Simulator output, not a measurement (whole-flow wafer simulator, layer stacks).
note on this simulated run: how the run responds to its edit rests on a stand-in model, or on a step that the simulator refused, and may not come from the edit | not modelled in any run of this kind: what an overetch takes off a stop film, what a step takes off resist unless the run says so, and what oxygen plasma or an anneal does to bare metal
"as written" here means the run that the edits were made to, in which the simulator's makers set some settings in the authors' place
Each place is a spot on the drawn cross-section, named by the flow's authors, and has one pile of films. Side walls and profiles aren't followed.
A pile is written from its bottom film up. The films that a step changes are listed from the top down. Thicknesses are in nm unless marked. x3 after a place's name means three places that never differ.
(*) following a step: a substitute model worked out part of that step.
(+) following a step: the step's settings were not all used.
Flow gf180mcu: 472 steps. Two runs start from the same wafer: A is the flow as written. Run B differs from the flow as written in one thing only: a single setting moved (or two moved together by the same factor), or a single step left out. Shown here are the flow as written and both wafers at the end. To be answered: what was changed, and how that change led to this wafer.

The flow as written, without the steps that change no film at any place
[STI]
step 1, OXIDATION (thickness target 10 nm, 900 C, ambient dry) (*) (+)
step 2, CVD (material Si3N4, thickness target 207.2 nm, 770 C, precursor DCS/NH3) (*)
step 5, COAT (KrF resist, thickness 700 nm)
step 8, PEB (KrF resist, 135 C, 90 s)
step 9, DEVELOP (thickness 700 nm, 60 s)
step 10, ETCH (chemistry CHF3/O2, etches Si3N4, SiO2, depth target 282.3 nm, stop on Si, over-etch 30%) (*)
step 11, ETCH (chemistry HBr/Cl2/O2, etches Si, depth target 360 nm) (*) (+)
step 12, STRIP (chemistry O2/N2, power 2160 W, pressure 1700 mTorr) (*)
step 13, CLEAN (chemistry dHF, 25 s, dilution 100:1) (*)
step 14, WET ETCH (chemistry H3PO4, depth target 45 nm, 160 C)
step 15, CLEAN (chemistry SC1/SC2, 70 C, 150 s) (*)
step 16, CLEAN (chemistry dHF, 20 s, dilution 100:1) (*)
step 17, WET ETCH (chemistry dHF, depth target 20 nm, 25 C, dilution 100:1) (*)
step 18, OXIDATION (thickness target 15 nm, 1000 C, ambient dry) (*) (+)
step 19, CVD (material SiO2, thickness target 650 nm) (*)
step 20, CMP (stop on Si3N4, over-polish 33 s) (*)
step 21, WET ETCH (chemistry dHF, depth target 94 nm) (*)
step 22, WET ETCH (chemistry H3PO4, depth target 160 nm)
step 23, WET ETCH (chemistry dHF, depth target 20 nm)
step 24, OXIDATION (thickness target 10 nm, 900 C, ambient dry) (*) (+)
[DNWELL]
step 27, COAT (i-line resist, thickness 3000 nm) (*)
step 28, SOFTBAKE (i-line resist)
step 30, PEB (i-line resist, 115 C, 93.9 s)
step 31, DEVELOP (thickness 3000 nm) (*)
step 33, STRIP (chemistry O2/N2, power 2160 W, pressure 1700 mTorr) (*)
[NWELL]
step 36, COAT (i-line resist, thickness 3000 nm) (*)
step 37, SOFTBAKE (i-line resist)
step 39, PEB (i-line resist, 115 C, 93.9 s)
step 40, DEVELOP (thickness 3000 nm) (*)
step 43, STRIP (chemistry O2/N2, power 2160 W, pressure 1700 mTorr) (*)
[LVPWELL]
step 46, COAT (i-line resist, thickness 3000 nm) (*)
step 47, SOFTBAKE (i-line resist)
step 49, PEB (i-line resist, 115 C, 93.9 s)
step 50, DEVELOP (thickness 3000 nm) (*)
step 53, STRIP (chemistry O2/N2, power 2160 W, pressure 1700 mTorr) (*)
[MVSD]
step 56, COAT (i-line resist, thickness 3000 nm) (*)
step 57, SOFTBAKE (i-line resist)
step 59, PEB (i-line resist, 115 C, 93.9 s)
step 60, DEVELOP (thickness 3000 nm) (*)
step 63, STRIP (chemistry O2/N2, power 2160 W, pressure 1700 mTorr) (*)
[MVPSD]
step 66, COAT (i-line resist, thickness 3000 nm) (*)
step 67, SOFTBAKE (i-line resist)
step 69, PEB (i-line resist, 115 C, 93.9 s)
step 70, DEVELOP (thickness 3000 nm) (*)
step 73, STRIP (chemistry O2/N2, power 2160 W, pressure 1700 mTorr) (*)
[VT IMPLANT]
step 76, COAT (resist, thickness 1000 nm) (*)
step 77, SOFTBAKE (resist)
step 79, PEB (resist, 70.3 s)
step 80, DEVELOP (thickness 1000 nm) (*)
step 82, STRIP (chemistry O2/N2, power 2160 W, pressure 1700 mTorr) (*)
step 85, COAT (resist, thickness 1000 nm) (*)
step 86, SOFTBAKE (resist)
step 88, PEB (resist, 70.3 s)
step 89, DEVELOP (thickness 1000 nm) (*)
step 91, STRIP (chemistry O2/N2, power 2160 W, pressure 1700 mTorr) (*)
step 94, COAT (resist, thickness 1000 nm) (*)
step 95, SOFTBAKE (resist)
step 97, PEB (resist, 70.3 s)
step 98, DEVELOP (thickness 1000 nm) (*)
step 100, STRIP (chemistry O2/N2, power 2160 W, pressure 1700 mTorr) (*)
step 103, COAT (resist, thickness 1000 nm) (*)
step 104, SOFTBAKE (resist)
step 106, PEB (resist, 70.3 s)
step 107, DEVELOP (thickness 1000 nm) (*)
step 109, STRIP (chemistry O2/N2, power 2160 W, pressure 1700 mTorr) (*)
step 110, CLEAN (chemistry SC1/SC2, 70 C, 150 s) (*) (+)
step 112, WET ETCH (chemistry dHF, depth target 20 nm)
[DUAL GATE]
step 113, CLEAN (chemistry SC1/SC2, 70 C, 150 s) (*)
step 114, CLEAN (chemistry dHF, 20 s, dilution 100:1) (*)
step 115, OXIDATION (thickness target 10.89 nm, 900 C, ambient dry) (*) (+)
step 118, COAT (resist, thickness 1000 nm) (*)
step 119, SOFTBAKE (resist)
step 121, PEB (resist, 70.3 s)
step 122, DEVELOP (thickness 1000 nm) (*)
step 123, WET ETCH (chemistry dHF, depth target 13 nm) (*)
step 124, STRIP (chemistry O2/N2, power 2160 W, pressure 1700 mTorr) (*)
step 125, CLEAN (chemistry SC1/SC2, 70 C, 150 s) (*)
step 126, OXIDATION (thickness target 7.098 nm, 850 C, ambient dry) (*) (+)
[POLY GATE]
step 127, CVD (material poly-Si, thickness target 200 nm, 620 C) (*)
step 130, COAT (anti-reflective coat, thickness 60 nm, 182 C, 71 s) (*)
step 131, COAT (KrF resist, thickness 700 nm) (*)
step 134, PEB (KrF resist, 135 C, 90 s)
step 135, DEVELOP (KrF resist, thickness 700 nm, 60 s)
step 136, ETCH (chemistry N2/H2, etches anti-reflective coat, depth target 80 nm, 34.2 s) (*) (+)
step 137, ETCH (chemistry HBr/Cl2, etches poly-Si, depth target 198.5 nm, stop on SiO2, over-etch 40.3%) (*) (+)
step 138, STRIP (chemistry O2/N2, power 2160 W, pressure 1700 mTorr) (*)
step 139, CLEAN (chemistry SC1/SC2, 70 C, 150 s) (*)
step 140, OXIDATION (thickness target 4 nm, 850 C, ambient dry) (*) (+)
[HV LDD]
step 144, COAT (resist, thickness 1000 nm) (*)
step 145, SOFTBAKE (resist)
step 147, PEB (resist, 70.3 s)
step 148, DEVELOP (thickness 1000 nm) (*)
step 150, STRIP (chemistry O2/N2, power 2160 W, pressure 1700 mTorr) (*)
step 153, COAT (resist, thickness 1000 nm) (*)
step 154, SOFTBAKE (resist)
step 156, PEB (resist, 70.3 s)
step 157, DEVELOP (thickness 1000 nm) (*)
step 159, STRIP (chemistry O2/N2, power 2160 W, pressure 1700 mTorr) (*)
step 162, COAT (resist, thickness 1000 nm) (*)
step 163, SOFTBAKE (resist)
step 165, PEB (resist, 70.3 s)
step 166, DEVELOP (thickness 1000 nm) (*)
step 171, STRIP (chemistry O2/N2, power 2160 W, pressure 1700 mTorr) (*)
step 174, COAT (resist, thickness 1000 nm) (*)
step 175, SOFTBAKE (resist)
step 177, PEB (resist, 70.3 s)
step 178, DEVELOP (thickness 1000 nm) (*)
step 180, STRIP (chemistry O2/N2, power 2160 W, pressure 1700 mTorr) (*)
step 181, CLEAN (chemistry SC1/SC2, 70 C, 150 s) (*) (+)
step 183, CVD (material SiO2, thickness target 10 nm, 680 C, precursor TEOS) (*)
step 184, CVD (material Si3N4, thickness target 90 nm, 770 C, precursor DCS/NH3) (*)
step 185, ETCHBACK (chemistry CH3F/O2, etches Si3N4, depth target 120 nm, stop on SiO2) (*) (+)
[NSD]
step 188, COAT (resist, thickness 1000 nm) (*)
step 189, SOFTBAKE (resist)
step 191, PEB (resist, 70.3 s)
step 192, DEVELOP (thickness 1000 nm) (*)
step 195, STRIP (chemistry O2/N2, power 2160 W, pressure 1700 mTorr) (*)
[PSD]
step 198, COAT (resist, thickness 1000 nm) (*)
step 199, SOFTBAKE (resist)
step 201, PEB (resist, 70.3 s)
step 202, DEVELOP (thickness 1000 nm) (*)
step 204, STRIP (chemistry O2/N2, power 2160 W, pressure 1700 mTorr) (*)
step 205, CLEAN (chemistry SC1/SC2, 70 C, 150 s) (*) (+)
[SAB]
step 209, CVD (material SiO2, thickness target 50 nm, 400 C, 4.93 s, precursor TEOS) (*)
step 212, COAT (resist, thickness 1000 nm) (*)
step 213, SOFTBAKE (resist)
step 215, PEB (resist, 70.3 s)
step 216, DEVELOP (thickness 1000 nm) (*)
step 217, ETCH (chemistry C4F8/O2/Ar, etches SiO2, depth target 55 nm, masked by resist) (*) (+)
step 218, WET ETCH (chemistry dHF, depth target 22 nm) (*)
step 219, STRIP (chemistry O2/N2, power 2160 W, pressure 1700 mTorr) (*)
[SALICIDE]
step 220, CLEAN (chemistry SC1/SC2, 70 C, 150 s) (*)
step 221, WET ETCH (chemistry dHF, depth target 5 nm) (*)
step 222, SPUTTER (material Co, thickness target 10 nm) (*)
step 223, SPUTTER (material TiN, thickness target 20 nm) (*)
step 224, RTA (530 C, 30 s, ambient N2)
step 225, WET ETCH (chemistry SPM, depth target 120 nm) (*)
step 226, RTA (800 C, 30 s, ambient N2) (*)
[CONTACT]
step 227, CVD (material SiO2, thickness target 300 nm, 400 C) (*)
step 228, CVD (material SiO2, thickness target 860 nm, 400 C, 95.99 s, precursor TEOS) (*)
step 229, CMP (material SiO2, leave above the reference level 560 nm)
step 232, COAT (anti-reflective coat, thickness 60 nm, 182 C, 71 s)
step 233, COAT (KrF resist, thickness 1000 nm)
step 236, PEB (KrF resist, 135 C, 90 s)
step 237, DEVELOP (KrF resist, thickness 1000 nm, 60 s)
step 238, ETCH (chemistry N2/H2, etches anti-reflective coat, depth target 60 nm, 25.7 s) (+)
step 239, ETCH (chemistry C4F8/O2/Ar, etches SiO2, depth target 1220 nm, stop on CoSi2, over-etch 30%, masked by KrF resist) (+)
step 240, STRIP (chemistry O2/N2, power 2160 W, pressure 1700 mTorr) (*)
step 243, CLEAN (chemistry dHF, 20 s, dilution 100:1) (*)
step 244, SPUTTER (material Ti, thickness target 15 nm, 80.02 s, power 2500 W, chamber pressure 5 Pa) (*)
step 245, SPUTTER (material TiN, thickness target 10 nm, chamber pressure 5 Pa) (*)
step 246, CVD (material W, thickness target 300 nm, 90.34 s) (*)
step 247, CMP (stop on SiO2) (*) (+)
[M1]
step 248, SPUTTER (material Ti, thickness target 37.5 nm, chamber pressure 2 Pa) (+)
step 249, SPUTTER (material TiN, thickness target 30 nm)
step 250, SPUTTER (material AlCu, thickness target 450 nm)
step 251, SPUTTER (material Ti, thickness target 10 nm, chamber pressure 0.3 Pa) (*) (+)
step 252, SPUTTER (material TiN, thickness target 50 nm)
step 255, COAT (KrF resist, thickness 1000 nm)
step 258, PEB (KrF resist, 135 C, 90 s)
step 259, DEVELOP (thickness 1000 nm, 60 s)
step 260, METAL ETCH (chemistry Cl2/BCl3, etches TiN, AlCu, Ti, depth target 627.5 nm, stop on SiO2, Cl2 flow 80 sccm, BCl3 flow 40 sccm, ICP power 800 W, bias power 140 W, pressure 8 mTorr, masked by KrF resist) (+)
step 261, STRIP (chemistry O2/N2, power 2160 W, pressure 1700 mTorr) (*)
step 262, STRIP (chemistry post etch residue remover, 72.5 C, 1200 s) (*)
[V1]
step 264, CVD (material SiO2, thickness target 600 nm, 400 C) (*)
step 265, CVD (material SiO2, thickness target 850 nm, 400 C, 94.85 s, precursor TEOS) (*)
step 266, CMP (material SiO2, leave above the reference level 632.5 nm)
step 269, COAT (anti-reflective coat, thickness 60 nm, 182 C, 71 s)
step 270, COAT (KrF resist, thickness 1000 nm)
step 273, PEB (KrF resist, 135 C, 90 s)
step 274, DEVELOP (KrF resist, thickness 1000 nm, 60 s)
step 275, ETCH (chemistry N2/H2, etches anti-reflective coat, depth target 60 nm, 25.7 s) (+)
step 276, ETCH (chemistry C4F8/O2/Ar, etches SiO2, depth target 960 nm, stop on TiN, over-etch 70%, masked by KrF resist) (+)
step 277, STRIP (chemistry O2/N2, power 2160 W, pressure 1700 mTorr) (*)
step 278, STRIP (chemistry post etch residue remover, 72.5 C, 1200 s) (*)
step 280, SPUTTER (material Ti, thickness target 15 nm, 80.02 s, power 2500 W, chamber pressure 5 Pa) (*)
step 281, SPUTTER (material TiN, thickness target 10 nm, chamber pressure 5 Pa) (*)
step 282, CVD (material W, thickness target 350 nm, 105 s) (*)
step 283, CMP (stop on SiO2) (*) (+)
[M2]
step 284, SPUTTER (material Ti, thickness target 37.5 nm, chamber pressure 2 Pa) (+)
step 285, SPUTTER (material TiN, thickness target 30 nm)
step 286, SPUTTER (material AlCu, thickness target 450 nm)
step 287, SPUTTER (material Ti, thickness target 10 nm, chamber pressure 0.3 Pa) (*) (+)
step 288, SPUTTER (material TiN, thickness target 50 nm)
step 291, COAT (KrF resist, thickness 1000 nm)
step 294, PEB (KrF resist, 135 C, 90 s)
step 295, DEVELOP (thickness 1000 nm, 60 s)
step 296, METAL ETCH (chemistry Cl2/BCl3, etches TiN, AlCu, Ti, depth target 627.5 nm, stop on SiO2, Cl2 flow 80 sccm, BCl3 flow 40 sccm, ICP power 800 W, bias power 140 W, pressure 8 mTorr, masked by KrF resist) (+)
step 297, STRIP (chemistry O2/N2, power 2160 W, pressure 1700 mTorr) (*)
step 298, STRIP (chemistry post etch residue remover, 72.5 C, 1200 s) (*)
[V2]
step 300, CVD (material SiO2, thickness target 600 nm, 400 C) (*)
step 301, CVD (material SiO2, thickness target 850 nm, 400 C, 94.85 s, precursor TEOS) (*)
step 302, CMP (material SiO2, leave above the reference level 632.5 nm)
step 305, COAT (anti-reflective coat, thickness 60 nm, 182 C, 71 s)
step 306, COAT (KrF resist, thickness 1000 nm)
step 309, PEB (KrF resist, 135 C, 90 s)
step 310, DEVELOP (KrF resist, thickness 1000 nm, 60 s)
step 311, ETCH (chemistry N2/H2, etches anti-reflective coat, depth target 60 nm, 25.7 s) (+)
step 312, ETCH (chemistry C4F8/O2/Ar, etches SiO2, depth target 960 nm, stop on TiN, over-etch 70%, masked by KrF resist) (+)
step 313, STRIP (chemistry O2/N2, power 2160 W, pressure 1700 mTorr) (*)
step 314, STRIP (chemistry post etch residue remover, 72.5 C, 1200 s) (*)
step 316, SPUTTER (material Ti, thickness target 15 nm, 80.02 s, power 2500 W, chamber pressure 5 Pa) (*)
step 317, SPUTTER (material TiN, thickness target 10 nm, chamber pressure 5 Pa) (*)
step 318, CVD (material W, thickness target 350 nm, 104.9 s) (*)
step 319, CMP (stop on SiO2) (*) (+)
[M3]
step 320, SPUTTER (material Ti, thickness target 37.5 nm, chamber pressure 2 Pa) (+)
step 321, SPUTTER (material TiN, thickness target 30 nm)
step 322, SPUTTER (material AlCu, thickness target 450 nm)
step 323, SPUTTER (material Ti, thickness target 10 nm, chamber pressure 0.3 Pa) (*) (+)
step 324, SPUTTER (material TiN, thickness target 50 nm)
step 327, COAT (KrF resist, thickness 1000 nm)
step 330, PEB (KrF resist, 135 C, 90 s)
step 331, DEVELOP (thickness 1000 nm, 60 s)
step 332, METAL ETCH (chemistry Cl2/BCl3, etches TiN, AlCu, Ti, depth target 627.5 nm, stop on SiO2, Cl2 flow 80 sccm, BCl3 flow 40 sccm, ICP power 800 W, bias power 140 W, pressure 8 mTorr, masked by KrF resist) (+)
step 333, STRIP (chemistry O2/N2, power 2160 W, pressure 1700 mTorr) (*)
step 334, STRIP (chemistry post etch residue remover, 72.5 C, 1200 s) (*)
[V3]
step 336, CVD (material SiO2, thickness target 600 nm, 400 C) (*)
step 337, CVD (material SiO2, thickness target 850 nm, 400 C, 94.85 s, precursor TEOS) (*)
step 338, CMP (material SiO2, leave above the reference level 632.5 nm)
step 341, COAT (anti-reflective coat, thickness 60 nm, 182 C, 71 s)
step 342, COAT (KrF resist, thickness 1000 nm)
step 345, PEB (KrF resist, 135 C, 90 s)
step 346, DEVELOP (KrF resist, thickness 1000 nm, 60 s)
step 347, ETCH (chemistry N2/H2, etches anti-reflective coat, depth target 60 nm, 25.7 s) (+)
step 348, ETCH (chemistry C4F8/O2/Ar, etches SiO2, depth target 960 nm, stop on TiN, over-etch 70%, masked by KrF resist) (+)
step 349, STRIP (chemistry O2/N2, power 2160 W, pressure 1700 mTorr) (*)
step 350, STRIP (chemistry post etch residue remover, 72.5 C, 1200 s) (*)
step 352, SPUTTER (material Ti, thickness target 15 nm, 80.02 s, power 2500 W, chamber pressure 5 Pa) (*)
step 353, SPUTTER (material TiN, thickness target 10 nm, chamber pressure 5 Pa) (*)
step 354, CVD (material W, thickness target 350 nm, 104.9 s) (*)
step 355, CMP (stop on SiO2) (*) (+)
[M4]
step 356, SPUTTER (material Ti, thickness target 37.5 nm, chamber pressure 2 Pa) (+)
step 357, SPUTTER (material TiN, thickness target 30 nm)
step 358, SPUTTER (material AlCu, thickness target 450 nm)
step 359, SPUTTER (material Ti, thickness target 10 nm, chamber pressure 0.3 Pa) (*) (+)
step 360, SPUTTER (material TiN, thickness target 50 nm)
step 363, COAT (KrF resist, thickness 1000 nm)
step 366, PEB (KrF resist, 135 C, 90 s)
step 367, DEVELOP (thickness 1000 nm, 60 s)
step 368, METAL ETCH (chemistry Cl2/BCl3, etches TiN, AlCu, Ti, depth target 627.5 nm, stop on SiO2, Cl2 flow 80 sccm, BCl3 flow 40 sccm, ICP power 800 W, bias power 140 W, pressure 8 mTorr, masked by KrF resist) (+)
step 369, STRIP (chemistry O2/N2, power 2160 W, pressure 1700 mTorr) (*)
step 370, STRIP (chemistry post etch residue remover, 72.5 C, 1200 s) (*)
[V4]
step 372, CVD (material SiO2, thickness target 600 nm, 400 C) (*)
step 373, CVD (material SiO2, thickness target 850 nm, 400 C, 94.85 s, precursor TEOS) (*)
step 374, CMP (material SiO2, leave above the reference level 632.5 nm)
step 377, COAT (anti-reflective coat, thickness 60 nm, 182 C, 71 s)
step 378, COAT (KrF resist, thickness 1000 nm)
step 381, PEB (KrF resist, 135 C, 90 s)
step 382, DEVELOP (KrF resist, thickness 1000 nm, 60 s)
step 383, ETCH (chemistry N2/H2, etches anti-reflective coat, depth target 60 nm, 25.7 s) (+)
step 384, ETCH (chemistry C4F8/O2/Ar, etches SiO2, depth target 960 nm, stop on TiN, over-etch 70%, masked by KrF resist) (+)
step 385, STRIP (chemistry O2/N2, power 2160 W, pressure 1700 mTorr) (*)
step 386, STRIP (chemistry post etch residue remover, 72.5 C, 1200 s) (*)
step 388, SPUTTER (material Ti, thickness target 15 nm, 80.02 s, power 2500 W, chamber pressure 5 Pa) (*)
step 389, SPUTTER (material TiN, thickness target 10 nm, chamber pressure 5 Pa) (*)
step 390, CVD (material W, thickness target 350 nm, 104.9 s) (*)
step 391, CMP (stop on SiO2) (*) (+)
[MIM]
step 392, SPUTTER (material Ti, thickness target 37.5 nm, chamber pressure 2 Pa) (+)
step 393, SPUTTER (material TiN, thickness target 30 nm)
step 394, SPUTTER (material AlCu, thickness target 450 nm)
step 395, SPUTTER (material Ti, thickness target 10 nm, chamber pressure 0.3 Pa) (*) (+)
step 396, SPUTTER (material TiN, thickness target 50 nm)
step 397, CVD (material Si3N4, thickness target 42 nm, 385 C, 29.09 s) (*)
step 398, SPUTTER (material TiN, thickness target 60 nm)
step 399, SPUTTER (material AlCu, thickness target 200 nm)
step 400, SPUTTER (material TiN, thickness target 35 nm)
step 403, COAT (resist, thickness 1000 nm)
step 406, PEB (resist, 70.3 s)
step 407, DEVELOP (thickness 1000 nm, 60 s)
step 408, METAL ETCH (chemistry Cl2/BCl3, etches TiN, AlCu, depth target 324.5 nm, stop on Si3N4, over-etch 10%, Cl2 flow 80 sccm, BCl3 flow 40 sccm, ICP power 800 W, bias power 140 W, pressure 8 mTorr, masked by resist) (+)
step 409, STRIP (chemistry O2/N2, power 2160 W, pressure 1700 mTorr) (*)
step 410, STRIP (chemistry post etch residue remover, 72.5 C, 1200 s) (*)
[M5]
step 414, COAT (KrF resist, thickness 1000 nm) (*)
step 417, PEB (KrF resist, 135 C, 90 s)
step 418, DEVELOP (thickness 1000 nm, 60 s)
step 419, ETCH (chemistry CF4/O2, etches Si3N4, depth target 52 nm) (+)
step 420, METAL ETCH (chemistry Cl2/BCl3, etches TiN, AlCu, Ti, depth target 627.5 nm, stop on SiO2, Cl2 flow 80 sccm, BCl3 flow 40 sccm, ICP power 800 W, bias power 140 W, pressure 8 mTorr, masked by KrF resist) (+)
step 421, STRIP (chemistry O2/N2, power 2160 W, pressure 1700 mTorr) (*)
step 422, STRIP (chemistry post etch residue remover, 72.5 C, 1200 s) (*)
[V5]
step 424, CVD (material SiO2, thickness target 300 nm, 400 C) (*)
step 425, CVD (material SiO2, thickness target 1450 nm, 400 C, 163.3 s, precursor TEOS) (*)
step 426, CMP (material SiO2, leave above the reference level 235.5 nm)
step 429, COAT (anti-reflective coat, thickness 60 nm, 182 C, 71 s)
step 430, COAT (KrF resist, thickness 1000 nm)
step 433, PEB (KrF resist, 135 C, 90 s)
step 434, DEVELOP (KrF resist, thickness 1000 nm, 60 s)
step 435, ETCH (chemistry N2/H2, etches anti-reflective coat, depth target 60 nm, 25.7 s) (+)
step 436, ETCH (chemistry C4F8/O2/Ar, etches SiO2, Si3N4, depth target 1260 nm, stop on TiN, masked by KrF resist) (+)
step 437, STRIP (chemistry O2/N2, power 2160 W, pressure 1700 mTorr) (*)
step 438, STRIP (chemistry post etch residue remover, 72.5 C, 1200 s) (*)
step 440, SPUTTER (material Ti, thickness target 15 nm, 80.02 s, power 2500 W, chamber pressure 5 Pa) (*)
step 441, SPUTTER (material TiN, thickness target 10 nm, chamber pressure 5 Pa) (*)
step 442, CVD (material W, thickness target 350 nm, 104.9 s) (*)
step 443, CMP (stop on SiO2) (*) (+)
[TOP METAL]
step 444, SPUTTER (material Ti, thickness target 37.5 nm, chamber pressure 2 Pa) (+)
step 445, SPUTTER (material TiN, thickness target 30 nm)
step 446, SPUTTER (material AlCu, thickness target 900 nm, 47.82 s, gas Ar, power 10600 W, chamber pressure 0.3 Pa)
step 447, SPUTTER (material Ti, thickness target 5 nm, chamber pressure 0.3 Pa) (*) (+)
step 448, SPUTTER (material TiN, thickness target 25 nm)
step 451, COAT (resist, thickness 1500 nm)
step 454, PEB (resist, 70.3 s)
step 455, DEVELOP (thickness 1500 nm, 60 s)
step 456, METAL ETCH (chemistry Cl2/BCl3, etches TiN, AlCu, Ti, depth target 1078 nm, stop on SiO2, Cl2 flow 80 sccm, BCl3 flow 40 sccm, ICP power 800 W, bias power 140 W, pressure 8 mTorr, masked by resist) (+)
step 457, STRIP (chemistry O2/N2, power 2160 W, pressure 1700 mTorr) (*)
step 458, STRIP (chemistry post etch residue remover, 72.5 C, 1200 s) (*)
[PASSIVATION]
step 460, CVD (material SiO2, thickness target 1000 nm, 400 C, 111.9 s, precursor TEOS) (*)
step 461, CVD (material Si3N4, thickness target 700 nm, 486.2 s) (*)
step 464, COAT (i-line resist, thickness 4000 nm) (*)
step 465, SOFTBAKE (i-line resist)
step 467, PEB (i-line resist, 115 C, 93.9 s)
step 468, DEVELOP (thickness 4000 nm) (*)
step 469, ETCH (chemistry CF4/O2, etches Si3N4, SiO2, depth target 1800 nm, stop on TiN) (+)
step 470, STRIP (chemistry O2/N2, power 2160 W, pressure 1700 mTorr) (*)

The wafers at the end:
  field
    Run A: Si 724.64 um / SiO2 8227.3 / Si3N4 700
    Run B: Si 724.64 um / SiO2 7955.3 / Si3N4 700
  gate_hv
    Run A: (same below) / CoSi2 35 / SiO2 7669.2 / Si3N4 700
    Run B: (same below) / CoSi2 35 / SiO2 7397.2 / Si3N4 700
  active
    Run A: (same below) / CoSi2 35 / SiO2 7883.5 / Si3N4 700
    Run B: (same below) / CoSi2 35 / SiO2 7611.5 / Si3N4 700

The reason: step 302, CMP: leave above the reference level 360.5 nm was run, though the flow has leave above the reference level 632.5 nm.

How this came from the change, step by step:
  step 302, CMP (material SiO2, leave above the reference level 632.5 nm)
      field, field__w1, field__w2 and 103 more: A -300 SiO2 | B -572 SiO2
      field__w8, contact, m1, m1__w1, m1_nw: A -877.1 SiO2 | B -1149.1 SiO2
  step 312, ETCH (chemistry C4F8/O2/Ar, etches SiO2, depth target 960 nm, stop on TiN, over-etch 70%, masked by KrF resist) (+)
      field, field__w1, field__w2 and 107 more: A -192 KrF resist | B -102.2 KrF resist
      contact: A -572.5 SiO2 (all of it) | B -300.5 SiO2 (all of it)
  step 313, STRIP (chemistry O2/N2, power 2160 W, pressure 1700 mTorr) (*)
      field, field__w1, field__w2 and 107 more: A -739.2 KrF resist (all of it), -60 anti-reflective coat (all of it) | B -829 KrF resist (all of it), -60 anti-reflective coat (all of it)
  step 316, SPUTTER (material Ti, thickness target 15 nm, 80.02 s, power 2500 W, chamber pressure 5 Pa) (*)
      contact: A +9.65 Ti (new film) | B +11.4 Ti (new film)
  step 317, SPUTTER (material TiN, thickness target 10 nm, chamber pressure 5 Pa) (*)
      contact: A +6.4 TiN (new film) | B +7.58 TiN (new film)
  step 318, CVD (material W, thickness target 350 nm, 104.9 s) (*)
      contact: A +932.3 W (new film) | B +657.3 W (new film)
